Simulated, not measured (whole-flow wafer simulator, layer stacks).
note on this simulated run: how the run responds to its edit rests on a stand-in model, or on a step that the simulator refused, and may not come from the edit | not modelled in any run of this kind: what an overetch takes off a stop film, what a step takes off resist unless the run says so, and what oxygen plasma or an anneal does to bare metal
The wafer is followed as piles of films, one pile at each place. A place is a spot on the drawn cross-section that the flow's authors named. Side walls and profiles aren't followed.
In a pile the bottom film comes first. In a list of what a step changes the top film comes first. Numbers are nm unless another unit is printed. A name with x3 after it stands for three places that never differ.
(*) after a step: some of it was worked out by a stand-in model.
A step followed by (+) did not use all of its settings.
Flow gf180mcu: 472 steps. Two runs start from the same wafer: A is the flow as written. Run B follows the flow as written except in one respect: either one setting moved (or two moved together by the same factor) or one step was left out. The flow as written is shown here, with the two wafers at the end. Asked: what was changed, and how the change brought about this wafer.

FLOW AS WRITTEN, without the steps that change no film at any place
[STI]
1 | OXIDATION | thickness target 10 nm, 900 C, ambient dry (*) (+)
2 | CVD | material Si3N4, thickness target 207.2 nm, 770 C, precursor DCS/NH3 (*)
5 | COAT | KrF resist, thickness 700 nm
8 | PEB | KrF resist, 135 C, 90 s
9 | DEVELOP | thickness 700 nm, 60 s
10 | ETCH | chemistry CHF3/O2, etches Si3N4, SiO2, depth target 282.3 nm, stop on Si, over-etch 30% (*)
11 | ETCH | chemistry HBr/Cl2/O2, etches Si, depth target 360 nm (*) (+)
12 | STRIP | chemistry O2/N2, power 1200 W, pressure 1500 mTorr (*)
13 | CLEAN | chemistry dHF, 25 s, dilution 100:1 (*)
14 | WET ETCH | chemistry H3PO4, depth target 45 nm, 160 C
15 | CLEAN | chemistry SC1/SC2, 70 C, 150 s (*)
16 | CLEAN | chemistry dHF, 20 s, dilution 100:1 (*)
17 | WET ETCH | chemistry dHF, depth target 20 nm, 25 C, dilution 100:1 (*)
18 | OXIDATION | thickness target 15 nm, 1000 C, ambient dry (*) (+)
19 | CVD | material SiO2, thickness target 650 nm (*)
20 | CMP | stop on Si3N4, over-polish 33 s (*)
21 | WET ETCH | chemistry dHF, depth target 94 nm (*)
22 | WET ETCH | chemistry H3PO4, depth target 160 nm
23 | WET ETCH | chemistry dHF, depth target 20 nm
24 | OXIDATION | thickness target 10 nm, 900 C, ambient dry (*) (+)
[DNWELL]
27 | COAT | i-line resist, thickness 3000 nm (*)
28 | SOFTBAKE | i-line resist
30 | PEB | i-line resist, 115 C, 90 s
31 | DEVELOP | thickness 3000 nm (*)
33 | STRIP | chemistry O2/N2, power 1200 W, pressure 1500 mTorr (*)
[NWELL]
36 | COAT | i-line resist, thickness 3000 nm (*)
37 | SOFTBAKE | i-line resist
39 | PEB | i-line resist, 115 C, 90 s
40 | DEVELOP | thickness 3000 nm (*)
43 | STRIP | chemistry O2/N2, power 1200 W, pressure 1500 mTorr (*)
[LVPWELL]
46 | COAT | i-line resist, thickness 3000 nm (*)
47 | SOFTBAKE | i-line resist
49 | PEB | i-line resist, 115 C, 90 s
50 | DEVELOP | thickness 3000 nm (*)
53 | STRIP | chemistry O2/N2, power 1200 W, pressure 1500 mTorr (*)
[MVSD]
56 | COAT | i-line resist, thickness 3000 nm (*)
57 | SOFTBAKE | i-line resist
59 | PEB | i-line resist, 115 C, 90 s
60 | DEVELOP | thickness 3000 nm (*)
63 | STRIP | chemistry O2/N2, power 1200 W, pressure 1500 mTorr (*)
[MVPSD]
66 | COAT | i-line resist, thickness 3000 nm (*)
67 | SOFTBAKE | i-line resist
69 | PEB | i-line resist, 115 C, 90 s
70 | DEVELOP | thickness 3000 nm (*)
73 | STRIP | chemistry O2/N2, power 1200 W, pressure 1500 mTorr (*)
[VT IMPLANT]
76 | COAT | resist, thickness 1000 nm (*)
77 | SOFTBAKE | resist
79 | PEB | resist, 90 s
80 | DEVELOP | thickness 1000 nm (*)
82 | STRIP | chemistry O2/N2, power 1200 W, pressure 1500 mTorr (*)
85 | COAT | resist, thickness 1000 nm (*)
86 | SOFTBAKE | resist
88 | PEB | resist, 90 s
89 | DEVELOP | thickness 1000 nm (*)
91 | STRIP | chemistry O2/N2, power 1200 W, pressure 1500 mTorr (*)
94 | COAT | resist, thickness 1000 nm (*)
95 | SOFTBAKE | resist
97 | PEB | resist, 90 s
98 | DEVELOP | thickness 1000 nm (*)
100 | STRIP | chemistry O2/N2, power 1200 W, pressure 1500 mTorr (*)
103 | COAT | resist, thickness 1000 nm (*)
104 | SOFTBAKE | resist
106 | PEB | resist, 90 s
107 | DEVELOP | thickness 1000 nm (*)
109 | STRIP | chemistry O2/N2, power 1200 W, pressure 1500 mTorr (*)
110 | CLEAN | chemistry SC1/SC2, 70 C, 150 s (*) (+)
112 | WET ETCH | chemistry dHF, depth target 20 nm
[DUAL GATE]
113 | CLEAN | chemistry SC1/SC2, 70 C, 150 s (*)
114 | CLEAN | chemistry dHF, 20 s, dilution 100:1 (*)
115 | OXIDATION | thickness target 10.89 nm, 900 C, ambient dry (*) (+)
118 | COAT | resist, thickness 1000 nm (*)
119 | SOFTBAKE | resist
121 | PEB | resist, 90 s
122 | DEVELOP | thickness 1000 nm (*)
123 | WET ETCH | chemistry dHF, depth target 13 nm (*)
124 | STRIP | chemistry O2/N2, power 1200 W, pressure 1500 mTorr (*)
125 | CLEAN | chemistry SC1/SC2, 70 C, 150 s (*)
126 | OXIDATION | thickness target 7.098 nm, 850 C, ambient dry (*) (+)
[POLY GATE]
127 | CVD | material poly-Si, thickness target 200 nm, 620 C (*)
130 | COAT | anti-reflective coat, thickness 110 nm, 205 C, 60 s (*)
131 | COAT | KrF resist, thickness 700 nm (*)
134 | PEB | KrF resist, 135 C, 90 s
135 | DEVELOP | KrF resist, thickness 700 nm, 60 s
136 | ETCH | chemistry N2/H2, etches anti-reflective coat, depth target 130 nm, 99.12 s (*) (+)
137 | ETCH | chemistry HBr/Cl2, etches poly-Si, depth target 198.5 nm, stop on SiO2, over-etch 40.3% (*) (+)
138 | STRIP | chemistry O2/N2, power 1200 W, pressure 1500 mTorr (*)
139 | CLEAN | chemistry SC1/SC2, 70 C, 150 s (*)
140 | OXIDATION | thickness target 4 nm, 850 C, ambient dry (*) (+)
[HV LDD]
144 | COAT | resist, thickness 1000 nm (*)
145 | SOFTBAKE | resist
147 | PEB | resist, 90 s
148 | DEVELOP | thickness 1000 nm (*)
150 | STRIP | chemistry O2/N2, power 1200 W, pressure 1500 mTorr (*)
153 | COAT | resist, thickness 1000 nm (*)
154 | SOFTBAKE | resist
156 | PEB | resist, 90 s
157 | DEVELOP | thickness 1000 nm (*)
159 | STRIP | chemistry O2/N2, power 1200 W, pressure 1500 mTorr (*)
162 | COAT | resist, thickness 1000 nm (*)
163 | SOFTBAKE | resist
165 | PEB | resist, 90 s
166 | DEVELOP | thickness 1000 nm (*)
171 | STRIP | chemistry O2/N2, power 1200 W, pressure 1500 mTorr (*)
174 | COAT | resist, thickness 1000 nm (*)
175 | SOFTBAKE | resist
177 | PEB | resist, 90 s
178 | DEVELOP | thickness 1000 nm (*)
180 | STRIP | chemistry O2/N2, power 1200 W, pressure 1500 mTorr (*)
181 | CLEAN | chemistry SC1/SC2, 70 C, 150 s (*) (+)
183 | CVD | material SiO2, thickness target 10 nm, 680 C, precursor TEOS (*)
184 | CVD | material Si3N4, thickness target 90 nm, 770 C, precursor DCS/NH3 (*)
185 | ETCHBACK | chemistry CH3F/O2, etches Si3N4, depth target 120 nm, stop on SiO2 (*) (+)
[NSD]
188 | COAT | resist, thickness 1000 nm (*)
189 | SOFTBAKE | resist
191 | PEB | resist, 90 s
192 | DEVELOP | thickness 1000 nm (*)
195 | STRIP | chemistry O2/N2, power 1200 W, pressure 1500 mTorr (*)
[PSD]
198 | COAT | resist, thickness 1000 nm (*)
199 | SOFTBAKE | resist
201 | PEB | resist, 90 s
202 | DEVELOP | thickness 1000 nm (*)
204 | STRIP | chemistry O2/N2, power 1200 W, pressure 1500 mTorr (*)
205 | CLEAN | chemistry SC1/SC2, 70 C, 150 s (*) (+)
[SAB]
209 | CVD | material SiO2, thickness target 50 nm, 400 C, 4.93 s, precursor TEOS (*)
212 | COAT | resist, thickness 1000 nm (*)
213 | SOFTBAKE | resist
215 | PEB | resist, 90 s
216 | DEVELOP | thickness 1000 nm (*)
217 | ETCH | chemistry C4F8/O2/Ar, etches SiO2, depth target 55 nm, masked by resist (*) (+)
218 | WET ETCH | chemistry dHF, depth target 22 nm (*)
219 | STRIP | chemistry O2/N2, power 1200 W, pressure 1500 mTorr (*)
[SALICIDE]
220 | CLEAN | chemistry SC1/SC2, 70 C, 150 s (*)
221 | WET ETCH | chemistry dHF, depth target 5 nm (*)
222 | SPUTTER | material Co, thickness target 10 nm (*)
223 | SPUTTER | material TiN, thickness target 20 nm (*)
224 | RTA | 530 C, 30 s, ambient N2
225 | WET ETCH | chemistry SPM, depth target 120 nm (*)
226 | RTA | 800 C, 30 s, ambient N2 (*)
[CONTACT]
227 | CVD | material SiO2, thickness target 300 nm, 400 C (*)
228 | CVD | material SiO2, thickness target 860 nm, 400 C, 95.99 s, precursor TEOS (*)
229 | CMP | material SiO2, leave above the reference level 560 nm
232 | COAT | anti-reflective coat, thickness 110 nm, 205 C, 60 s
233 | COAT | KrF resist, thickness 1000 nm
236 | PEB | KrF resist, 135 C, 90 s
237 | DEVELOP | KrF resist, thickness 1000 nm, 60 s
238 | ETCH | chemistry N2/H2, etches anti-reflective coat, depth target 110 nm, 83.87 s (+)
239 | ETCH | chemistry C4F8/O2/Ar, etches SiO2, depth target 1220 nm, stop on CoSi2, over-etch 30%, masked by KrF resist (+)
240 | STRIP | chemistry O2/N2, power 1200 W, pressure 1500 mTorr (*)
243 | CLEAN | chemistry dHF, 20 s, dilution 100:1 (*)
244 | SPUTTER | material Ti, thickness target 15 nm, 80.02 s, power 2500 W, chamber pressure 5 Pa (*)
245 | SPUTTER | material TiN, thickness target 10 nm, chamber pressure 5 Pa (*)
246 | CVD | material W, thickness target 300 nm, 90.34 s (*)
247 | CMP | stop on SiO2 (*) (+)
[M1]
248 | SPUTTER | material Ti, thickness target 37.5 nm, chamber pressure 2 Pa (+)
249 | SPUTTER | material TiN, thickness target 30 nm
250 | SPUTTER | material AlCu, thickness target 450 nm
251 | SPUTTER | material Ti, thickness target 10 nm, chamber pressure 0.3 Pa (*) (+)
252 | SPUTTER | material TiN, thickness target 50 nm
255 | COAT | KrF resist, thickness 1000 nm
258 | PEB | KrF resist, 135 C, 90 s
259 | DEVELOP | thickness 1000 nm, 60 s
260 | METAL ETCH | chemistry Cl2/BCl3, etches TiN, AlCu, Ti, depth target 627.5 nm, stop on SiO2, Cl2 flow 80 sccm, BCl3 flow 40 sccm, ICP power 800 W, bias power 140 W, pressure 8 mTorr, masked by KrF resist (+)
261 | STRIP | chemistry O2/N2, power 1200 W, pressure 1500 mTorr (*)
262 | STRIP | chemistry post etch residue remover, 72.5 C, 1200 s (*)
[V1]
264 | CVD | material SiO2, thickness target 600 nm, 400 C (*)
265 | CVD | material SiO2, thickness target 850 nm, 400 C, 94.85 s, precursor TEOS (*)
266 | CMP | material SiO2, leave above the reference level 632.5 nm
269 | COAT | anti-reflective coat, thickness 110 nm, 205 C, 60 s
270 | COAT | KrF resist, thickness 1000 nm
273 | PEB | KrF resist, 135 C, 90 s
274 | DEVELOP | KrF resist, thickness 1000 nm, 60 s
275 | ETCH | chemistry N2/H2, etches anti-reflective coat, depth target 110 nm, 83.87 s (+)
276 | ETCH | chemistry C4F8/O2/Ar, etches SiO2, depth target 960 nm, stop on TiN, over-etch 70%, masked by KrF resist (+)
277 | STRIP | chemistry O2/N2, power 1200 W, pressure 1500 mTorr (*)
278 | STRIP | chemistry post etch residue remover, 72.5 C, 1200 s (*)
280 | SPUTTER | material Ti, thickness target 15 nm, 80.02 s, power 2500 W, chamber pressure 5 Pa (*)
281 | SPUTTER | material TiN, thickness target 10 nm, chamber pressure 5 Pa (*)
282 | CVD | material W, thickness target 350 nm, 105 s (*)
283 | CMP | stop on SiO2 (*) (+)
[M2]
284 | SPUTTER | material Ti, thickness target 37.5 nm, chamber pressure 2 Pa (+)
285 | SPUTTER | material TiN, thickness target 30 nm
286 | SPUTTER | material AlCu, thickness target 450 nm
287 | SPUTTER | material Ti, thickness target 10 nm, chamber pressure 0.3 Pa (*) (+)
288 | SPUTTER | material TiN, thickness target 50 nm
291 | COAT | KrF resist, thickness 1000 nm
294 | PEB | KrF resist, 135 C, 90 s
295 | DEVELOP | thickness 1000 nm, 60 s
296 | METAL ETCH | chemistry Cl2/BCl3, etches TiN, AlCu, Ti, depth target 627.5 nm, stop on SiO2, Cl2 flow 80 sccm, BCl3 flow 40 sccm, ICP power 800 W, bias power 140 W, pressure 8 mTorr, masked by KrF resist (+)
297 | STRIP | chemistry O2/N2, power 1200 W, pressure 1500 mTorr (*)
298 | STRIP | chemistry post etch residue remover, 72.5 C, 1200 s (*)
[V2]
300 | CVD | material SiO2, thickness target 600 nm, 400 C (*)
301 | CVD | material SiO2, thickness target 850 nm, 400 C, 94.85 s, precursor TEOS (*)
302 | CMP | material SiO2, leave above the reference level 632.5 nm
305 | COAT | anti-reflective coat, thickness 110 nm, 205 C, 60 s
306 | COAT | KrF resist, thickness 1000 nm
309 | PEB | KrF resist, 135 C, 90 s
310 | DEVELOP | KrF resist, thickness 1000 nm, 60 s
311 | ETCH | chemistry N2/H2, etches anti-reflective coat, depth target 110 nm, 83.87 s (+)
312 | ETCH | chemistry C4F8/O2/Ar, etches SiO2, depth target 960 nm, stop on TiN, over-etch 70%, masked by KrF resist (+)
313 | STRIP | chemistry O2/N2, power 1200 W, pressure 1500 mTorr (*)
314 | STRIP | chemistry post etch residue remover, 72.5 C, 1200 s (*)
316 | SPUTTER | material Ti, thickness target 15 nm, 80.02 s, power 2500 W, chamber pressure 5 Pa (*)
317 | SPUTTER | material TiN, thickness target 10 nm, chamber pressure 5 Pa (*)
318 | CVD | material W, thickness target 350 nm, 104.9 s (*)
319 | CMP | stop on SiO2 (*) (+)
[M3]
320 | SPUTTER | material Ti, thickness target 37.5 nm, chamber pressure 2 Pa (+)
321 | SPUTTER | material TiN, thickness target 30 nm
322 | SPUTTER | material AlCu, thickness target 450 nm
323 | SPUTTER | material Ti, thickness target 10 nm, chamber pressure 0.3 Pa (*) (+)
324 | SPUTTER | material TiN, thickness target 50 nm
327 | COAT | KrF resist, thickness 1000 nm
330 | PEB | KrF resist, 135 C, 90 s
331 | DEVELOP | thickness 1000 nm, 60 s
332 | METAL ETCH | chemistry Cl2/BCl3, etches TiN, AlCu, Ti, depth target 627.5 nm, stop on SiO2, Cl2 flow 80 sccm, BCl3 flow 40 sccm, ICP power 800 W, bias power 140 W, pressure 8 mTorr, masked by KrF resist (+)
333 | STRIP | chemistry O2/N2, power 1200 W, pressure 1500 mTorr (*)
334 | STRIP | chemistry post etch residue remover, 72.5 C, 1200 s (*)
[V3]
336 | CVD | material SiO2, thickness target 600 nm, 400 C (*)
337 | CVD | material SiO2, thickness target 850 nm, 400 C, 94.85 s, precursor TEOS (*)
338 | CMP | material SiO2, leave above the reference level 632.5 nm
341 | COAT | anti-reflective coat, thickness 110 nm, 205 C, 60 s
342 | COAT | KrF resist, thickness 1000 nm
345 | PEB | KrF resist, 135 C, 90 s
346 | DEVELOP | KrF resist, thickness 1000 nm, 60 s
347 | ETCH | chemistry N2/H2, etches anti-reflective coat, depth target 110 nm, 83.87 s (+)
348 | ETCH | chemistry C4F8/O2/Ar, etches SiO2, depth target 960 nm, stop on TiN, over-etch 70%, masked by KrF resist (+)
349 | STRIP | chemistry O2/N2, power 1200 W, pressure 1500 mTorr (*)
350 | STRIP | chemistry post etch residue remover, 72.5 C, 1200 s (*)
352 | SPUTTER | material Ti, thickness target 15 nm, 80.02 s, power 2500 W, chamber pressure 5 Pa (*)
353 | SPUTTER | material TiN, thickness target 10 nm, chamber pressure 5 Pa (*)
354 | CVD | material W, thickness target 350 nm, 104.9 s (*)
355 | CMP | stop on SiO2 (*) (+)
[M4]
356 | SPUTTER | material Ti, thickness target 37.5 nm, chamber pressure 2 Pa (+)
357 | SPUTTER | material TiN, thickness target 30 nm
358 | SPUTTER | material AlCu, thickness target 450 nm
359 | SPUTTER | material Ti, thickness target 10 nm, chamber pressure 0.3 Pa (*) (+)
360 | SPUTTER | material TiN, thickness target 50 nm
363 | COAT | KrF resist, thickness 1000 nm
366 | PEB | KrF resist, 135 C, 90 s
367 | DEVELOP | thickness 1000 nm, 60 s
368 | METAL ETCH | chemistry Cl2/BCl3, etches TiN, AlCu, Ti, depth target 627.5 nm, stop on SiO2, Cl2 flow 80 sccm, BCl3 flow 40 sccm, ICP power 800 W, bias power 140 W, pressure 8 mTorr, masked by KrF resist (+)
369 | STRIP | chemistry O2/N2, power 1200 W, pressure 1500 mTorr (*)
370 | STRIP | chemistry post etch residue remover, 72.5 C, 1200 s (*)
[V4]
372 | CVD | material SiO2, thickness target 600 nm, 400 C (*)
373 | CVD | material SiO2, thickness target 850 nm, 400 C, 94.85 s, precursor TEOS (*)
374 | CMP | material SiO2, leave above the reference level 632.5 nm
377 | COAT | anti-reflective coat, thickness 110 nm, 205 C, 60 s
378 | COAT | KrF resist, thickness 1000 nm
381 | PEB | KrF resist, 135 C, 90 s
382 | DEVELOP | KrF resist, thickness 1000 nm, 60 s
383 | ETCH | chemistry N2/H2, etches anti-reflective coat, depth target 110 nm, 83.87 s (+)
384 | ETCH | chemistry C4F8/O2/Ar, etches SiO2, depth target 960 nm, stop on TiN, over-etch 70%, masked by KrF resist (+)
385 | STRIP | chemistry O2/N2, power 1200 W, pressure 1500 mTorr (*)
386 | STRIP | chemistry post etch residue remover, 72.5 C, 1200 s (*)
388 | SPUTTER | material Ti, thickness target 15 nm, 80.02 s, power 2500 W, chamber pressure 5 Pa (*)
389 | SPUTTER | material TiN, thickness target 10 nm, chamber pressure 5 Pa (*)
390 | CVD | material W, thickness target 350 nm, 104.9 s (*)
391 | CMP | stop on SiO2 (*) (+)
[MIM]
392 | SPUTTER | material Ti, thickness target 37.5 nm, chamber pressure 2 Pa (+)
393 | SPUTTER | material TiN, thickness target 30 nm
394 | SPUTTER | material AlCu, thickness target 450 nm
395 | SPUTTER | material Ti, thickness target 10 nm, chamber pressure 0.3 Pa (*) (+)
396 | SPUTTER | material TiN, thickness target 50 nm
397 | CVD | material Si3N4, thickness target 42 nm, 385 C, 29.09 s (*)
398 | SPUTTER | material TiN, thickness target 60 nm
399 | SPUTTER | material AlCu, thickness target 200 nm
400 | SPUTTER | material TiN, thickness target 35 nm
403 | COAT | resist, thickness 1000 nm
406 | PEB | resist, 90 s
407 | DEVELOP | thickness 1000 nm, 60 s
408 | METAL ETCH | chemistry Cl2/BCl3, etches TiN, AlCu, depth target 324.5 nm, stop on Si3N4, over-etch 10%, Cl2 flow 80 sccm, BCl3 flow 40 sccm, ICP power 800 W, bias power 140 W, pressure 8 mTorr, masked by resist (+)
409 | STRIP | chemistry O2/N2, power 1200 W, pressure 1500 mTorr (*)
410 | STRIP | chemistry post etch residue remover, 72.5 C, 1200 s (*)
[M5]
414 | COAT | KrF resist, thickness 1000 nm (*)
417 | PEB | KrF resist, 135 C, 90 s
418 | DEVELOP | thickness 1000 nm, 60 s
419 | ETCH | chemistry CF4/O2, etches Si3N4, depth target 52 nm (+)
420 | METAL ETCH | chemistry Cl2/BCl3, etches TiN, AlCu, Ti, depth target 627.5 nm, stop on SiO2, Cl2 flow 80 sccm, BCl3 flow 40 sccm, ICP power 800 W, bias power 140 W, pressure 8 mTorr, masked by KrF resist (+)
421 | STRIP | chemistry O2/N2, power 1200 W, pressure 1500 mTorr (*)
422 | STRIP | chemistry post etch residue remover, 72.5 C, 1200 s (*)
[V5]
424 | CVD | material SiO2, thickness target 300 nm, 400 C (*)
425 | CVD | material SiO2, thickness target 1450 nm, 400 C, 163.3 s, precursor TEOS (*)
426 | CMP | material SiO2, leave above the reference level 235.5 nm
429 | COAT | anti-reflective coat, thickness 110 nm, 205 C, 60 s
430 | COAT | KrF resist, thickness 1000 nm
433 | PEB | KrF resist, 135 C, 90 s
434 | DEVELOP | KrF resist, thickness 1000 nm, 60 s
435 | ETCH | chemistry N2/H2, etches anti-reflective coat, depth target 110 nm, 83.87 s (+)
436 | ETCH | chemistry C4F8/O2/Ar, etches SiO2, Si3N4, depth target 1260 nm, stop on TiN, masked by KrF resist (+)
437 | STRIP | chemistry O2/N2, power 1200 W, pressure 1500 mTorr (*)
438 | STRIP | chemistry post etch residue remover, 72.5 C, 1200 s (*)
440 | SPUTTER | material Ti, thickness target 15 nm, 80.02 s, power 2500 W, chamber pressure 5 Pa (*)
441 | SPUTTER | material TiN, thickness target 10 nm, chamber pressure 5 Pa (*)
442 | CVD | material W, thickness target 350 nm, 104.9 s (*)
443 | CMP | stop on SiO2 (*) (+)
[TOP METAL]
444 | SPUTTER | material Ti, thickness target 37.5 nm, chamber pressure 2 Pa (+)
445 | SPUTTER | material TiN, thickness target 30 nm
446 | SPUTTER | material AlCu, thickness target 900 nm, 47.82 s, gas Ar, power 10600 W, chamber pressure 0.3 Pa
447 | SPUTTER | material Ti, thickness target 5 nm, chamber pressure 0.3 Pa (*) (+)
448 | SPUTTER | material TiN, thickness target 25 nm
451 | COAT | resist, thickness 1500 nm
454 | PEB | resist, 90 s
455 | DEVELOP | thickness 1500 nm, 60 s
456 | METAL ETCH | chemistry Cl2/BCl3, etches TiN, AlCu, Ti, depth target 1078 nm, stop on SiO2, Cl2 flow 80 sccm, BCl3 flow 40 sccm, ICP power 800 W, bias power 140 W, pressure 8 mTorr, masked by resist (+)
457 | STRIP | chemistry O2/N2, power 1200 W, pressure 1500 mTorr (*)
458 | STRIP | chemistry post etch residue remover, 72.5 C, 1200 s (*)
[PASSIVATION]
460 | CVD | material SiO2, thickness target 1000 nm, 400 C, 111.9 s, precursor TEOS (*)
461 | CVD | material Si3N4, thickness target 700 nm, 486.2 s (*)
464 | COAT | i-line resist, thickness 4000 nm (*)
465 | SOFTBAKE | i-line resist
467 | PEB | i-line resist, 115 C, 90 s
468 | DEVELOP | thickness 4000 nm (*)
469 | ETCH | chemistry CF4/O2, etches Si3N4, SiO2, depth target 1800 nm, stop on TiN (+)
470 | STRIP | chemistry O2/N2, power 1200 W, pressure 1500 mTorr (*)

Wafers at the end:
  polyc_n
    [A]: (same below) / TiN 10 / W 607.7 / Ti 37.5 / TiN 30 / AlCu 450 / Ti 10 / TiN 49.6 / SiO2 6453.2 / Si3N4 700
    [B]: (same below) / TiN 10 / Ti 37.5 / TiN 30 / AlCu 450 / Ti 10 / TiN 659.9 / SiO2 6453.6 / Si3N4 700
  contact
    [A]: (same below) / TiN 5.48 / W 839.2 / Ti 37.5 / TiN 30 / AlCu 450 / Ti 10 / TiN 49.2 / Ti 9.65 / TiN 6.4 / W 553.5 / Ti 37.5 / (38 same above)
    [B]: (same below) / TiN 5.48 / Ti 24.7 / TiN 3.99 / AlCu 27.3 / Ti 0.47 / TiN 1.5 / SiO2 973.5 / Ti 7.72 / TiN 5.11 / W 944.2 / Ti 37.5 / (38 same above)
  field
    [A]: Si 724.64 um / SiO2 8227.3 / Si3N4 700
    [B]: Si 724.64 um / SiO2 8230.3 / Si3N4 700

Cause: step 246, CVD: material W, thickness target 300 nm, 90.34 s (*), was skipped.

How this came from the change, step by step:
  247 | CMP | stop on SiO2 (*) (+)
      field, field__w1, field__w2 and 105 more: A -300 W (all of it), -10 TiN (all of it), -15 Ti (all of it), -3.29 SiO2 | B -10 TiN (all of it), -15 Ti (all of it), -0.25 SiO2
      contact, polyc_n, polyc_p: A -328.3 W | B nothing
  248 | SPUTTER | material Ti, thickness target 37.5 nm, chamber pressure 2 Pa (+)
      contact: A +37.5 Ti (new film) | B +24.7 Ti (new film)
  249 | SPUTTER | material TiN, thickness target 30 nm
      contact: A +30 TiN (new film) | B +3.99 TiN (new film)
  250 | SPUTTER | material AlCu, thickness target 450 nm
      contact: A +450 AlCu (new film) | B +27.3 AlCu (new film)
  251 | SPUTTER | material Ti, thickness target 10 nm, chamber pressure 0.3 Pa (*) (+)
      contact: A +10 Ti (new film) | B +0.47 Ti (new film)
  252 | SPUTTER | material TiN, thickness target 50 nm
      polyc_n, polyc_p: A +50 TiN (new film) | B +660.3 TiN (new film)
      contact: A +50 TiN (new film) | B +1.92 TiN (new film)
  255 | COAT | KrF resist, thickness 1000 nm
      field__w1: A +1000 KrF resist (new film) | B +932 KrF resist (new film)
      field__w8: A +1000 KrF resist (new film) | B +928.9 KrF resist (new film)
      (also at 11 further places)
  258 | PEB | KrF resist, 135 C, 90 s
      field__w1: A -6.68 KrF resist | B -5.84 KrF resist
      field__w8: A -6.68 KrF resist | B -5.8 KrF resist
      (also at 5 further places)
  259 | DEVELOP | thickness 1000 nm, 60 s
      field__w1: A -993.3 KrF resist (all of it) | B -926.2 KrF resist (all of it)
      n_well: A -993.3 KrF resist (all of it) | B -952.2 KrF resist (all of it)
      (also at 3 further places)
  261 | STRIP | chemistry O2/N2, power 1200 W, pressure 1500 mTorr (*)
      field__w8: A -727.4 KrF resist (all of it) | B -657.2 KrF resist (all of it)
      contact: A -727.4 KrF resist (all of it) | B -1993.7 KrF resist (all of it)
      (also at 6 further places)
  264 | CVD | material SiO2, thickness target 600 nm, 400 C (*)
      contact: A +600 SiO2 (new film) | B +1384.3 SiO2 (new film)
  266 | CMP | material SiO2, leave above the reference level 632.5 nm
      contact: A -877.1 SiO2 | B -300 SiO2
  276 | ETCH | chemistry C4F8/O2/Ar, etches SiO2, depth target 960 nm, stop on TiN, over-etch 70%, masked by KrF resist (+)
      contact: A -572.1 SiO2 (all of it) | B -960 SiO2
  280 | SPUTTER | material Ti, thickness target 15 nm, 80.02 s, power 2500 W, chamber pressure 5 Pa (*)
      contact: A +9.65 Ti (new film) | B +7.72 Ti (new film)
  281 | SPUTTER | material TiN, thickness target 10 nm, chamber pressure 5 Pa (*)
      contact: A +6.4 TiN (new film) | B +5.11 TiN (new film)
  282 | CVD | material W, thickness target 350 nm, 105 s (*)
      contact: A +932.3 W (new film) | B +1323 W (new film)
Taking metal films that touch as one body, contact has 2 bodies (between them, from the top down: SiO2 973.5); the flow as written gives 1 body.
